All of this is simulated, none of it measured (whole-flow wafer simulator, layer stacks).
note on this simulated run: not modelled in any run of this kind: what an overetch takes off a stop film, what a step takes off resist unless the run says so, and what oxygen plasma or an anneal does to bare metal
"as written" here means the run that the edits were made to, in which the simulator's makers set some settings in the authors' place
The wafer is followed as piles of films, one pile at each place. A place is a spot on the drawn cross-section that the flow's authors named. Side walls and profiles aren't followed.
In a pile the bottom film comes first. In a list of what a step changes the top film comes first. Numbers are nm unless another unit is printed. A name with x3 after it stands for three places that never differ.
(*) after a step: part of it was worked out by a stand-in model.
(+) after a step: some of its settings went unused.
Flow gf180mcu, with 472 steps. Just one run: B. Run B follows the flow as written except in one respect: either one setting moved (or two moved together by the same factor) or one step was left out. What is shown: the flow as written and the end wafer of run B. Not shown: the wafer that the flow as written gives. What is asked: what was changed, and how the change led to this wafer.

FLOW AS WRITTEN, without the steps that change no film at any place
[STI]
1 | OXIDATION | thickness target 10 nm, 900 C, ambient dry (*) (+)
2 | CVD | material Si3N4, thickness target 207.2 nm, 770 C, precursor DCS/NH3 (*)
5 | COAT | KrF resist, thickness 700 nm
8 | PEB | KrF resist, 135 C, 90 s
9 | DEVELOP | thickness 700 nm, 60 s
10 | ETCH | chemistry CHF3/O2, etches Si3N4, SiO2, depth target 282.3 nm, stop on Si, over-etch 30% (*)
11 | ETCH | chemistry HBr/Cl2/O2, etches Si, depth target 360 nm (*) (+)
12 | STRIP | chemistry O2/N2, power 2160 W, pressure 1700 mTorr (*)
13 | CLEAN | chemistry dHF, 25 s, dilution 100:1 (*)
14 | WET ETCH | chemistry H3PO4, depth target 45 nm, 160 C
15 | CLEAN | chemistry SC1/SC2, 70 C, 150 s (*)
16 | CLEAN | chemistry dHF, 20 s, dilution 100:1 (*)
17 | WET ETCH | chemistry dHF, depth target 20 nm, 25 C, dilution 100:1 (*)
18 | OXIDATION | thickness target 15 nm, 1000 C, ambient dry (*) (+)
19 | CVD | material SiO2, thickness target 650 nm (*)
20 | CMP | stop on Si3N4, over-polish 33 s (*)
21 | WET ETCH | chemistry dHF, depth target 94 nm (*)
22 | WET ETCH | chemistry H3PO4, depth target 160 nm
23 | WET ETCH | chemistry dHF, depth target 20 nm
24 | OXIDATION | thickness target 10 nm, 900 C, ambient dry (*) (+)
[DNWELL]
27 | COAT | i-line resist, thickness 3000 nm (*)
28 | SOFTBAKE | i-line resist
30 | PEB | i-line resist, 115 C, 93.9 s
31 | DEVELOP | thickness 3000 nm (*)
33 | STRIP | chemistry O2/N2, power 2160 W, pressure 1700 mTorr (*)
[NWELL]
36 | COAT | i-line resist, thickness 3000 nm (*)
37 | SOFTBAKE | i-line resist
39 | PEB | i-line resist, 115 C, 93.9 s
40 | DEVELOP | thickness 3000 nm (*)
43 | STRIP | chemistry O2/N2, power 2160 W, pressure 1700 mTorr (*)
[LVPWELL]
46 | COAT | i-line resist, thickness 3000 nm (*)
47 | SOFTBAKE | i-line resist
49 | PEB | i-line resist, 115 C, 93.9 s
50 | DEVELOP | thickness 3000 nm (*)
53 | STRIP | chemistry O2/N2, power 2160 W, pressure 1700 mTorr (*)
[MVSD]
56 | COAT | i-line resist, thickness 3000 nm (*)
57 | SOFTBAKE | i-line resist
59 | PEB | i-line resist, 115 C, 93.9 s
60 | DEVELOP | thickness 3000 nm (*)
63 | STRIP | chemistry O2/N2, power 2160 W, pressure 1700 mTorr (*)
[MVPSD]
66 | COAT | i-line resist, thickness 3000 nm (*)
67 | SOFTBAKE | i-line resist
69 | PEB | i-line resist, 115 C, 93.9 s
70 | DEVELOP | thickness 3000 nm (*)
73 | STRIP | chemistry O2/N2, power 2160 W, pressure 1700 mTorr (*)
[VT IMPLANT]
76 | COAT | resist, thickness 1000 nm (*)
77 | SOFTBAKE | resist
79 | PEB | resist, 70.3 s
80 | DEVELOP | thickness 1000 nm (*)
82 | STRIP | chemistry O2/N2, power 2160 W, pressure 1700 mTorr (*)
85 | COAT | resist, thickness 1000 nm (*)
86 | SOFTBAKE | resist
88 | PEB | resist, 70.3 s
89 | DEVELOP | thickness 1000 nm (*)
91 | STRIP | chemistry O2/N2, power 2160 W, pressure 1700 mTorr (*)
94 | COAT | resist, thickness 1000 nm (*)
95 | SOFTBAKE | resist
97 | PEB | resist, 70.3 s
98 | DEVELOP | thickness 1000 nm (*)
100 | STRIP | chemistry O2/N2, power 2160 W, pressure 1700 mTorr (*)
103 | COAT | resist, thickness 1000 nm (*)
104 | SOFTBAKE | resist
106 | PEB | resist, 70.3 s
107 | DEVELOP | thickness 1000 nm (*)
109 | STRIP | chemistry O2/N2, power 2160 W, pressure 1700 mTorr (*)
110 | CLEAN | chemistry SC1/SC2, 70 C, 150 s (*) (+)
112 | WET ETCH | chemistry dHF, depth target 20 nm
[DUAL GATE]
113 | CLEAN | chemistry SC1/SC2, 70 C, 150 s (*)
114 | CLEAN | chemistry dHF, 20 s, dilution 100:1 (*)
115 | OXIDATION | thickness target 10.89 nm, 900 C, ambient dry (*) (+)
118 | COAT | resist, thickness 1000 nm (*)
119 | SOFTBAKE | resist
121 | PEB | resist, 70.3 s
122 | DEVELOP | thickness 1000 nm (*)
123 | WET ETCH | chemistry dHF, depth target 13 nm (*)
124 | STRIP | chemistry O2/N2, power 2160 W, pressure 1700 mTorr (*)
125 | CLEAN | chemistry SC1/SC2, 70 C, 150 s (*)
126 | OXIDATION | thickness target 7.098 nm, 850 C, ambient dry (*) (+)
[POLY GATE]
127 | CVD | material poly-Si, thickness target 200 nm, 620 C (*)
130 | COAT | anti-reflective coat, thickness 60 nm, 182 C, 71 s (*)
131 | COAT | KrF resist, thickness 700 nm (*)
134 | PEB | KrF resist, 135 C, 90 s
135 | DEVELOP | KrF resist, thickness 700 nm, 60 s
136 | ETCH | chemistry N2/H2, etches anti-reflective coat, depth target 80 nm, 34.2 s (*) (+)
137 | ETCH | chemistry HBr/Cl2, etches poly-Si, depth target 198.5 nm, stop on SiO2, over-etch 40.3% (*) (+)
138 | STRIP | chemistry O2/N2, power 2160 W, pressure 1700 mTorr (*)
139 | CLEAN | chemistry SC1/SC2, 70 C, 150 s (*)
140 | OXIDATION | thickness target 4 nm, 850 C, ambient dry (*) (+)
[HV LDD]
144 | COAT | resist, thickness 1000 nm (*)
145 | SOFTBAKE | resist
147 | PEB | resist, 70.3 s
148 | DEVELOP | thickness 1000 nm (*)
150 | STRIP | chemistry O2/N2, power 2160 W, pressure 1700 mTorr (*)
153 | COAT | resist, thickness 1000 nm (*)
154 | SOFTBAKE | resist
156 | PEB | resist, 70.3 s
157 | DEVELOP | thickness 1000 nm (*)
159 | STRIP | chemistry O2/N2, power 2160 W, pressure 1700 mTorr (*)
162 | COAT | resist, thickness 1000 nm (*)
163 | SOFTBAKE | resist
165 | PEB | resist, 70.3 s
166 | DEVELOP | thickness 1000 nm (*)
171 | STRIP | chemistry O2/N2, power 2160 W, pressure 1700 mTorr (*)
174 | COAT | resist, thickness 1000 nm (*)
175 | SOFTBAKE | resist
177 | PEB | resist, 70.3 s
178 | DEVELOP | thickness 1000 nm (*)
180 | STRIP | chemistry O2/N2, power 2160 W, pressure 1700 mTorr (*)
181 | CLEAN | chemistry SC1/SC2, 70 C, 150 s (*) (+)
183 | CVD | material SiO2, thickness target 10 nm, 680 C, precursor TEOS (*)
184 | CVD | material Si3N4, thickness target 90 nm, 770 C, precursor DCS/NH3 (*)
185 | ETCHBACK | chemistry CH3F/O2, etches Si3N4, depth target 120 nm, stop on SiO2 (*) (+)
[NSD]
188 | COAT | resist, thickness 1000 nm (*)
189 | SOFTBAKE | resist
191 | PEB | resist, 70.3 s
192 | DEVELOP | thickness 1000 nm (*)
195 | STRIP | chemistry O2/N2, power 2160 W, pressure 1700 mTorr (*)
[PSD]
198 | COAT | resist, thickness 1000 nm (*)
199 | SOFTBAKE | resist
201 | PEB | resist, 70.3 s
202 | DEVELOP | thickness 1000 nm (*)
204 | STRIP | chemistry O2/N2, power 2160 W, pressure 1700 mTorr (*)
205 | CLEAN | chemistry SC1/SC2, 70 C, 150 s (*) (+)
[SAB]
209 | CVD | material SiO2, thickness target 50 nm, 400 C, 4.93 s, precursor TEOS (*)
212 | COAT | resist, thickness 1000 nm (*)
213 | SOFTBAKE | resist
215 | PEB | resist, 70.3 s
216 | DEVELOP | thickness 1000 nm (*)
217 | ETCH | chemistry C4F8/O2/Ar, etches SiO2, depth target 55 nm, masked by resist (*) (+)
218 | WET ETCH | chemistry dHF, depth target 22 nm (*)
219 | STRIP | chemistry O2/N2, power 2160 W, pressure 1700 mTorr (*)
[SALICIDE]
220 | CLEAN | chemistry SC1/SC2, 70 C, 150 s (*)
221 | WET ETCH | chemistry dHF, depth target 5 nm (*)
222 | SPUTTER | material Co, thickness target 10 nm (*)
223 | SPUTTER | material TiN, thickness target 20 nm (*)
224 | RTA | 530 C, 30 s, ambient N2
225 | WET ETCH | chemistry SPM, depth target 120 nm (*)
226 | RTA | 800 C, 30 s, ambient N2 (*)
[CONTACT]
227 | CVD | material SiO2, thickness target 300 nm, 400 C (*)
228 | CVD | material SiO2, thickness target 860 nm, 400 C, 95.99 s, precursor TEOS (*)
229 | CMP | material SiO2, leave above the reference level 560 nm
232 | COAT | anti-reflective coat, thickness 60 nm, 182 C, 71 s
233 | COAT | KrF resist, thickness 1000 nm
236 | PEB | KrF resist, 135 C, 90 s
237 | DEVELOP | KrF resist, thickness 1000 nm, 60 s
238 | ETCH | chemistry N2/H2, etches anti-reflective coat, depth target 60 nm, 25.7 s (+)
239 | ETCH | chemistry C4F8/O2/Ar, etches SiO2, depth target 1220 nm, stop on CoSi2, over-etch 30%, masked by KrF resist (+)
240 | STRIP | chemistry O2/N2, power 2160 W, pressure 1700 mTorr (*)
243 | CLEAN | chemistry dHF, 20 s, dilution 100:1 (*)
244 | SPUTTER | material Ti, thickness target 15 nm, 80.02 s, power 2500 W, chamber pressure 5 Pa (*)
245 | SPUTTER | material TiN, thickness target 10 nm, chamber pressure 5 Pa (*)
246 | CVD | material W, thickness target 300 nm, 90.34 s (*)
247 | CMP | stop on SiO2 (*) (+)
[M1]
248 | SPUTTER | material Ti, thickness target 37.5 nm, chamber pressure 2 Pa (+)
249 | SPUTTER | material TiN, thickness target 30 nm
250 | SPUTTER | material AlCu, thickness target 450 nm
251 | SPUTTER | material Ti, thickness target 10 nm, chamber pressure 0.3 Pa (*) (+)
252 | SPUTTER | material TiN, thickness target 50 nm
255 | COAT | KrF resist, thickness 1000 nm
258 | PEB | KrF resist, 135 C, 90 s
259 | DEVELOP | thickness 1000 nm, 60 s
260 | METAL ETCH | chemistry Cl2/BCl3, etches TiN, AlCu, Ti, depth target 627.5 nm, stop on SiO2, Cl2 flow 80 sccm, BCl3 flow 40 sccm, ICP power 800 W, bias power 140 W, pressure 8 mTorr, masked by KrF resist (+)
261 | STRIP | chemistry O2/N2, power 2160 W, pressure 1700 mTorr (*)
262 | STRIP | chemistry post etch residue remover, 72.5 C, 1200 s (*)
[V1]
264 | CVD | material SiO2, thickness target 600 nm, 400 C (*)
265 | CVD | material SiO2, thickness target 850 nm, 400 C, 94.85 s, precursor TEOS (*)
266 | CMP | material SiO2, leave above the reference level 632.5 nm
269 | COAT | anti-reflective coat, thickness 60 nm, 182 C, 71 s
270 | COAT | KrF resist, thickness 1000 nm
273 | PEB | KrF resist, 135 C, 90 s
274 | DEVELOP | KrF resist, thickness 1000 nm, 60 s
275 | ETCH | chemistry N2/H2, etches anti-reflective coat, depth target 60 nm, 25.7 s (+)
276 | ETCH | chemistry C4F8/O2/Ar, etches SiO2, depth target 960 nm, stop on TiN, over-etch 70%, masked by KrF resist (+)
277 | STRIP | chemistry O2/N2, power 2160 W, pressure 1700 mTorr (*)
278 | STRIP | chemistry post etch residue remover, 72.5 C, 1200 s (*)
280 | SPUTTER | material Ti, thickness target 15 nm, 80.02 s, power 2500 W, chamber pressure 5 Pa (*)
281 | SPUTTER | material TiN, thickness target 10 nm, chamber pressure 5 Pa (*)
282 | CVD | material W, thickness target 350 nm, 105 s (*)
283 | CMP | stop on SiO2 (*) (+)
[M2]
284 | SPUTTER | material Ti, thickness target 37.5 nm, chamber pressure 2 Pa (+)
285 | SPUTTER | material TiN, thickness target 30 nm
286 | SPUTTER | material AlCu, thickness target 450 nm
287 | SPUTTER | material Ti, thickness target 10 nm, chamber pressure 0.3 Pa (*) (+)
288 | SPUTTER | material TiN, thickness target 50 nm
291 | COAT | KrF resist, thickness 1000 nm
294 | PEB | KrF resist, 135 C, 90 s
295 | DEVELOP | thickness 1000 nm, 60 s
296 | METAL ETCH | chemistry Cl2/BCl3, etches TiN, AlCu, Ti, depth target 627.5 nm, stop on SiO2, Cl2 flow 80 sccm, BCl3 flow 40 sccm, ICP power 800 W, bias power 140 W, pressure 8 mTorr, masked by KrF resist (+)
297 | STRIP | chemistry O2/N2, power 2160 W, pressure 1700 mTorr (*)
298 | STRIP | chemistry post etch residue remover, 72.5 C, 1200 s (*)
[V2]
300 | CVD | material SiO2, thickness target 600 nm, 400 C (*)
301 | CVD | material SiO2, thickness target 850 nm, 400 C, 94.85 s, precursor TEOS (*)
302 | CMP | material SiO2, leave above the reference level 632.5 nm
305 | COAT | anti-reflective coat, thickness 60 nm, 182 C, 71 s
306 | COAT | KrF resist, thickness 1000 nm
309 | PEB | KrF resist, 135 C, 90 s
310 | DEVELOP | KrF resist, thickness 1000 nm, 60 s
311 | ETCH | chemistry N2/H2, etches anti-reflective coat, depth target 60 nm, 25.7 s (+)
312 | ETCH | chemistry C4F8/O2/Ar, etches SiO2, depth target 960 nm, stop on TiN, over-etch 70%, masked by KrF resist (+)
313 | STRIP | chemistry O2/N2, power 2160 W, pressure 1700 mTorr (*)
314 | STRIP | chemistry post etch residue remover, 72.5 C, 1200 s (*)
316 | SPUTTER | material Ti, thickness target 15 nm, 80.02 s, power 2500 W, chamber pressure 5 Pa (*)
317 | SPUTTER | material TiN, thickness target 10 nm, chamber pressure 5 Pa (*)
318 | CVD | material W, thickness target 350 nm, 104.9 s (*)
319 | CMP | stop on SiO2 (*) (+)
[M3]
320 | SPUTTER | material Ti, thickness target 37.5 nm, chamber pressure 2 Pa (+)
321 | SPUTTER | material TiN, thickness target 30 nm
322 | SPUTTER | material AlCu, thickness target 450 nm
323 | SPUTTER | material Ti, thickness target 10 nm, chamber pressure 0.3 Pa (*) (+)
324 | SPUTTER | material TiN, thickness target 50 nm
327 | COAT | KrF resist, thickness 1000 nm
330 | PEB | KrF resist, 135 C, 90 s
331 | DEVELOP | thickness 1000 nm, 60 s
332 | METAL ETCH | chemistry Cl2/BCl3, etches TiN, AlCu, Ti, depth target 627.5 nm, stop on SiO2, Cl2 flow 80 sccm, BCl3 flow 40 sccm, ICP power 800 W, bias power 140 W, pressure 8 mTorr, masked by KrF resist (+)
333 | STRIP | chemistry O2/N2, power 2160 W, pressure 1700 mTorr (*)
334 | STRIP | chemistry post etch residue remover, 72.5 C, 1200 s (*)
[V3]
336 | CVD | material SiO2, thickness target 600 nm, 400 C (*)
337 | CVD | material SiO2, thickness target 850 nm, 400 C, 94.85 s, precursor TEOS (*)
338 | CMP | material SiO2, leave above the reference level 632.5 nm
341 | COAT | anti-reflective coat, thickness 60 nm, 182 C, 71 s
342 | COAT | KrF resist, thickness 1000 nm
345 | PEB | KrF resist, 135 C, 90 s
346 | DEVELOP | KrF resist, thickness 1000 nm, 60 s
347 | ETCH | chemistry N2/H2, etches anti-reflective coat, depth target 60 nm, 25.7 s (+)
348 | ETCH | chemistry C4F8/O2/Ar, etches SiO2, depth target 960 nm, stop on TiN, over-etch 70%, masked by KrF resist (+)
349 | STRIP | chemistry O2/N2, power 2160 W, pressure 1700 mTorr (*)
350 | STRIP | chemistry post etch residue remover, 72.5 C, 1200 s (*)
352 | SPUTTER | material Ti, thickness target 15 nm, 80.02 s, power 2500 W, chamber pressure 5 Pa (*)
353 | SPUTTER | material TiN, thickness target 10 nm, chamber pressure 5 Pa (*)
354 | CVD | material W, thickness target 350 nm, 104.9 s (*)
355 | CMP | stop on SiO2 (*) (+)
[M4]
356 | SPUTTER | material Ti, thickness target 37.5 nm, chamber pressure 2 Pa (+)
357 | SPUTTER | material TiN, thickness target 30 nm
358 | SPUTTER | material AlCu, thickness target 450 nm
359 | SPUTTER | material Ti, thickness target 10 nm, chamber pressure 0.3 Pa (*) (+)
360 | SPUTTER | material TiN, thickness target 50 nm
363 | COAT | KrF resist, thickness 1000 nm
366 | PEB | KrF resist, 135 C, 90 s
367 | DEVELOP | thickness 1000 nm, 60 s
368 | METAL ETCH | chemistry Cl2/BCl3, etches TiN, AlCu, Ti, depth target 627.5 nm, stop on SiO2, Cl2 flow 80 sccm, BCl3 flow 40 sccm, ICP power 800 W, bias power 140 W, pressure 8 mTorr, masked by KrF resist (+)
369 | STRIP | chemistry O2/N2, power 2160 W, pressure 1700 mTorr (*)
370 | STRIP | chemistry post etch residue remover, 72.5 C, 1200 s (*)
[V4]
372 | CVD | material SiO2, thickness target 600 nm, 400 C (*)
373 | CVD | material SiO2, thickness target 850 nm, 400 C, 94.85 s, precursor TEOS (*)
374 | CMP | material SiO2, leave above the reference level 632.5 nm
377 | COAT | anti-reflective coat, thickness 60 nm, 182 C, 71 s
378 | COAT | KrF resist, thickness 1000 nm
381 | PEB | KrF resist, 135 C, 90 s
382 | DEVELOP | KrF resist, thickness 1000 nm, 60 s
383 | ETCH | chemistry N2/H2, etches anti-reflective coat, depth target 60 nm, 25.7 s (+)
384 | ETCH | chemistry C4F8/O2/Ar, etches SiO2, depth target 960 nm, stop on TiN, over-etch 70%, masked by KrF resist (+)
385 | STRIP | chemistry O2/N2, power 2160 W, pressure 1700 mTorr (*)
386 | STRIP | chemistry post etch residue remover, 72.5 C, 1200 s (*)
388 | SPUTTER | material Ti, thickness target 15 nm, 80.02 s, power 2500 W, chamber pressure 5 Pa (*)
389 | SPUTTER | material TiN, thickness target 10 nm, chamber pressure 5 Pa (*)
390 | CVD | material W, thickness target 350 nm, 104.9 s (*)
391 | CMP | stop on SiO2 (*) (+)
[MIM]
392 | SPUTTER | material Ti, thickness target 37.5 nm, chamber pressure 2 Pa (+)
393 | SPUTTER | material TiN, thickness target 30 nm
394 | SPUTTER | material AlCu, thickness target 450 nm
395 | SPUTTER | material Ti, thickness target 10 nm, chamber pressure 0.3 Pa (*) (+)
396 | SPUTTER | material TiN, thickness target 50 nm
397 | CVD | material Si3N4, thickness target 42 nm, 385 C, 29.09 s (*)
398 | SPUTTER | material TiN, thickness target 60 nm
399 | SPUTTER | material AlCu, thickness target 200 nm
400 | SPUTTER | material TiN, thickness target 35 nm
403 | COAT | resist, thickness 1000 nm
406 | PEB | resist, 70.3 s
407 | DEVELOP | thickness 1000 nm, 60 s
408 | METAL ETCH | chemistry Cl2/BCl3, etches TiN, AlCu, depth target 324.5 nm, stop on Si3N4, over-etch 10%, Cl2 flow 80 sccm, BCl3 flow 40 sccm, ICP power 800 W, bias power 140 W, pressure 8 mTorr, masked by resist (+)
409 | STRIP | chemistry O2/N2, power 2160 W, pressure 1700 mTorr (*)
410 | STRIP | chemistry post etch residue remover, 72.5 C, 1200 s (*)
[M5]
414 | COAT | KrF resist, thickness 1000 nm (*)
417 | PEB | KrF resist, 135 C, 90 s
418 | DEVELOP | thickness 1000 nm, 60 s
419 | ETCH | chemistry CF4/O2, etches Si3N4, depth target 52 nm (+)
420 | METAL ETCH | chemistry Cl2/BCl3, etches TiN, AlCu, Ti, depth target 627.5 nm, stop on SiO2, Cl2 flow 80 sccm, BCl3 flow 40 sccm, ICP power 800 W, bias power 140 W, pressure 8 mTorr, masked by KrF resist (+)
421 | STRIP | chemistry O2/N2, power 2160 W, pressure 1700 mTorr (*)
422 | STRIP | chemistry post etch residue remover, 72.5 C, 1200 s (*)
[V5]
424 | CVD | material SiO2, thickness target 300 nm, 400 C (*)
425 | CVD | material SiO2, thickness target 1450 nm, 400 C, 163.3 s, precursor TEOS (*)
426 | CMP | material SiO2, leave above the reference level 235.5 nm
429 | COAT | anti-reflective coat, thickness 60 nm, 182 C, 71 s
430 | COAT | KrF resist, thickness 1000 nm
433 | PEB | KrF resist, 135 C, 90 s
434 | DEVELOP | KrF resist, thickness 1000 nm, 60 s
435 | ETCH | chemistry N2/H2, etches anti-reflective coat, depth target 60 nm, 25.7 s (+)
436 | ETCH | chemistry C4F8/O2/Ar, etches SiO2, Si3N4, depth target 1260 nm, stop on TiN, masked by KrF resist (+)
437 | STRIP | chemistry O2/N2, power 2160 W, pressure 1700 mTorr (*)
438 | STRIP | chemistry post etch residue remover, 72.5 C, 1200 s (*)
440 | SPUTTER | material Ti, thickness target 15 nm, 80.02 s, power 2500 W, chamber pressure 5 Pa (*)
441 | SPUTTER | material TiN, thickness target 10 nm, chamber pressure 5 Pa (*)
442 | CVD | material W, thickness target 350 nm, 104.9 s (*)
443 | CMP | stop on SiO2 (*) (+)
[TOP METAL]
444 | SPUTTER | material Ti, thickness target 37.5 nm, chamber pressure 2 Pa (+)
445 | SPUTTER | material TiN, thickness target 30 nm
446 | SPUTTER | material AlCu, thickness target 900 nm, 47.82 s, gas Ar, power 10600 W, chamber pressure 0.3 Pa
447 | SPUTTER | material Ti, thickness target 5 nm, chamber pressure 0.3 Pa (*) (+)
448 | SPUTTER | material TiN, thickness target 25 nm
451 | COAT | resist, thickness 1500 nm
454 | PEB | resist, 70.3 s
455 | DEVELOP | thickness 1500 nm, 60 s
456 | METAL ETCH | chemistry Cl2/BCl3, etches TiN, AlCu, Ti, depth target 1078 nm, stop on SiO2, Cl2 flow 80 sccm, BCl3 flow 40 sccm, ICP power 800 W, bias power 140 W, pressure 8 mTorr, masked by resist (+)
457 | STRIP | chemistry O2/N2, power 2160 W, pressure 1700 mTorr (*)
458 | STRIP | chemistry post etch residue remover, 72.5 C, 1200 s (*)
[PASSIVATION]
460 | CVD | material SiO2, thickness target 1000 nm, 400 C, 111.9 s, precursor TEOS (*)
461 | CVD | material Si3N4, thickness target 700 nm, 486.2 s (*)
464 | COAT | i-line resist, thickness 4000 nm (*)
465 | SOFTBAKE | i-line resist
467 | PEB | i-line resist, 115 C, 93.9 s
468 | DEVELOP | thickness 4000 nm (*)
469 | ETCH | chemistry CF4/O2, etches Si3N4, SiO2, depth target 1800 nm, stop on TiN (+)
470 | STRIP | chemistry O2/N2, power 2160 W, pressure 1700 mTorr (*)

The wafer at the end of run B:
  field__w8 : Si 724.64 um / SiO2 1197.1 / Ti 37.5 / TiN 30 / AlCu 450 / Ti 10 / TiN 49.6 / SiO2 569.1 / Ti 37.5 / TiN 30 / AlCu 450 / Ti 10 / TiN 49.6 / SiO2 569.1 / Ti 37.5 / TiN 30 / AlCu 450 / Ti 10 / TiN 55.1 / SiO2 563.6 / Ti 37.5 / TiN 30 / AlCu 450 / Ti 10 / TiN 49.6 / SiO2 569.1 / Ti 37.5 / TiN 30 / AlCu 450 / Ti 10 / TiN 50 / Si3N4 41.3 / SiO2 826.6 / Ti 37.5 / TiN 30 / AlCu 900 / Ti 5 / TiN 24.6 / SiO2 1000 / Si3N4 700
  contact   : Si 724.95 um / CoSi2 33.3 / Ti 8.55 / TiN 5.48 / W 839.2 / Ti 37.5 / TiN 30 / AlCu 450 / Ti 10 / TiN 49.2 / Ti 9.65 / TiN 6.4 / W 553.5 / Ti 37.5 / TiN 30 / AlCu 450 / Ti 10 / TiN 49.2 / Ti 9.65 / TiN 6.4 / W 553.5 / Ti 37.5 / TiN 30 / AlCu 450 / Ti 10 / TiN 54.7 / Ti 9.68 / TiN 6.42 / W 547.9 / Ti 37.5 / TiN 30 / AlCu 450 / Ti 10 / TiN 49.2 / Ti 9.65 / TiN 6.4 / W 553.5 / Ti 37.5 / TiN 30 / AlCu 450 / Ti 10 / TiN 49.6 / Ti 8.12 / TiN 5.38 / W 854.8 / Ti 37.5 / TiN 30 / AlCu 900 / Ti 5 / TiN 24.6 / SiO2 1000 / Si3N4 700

Cause: step 324, SPUTTER: thickness target 55.5 nm was run, whereas the flow has thickness target 50 nm.

The path from the change to this, step by step:
  324 | SPUTTER | material TiN, thickness target 50 nm
      field, field__w1, field__w2 and 108 more: +55.5 TiN (new film) (in the flow as written it would be: +50 TiN (new film))
  332 | METAL ETCH | chemistry Cl2/BCl3, etches TiN, AlCu, Ti, depth target 627.5 nm, stop on SiO2, Cl2 flow 80 sccm, BCl3 flow 40 sccm, ICP power 800 W, bias power 140 W, pressure 8 mTorr, masked by KrF resist (+)
      field, field__w1, field__w2 and 103 more: -55.5 TiN (all of it), -10 Ti (all of it), -450 AlCu (all of it), -30 TiN (all of it), -37.5 Ti (all of it) (in the flow as written it would be: -50 TiN (all of it), -10 Ti (all of it), -450 AlCu (all of it), -30 TiN (all of it), -37.5 Ti (all of it))
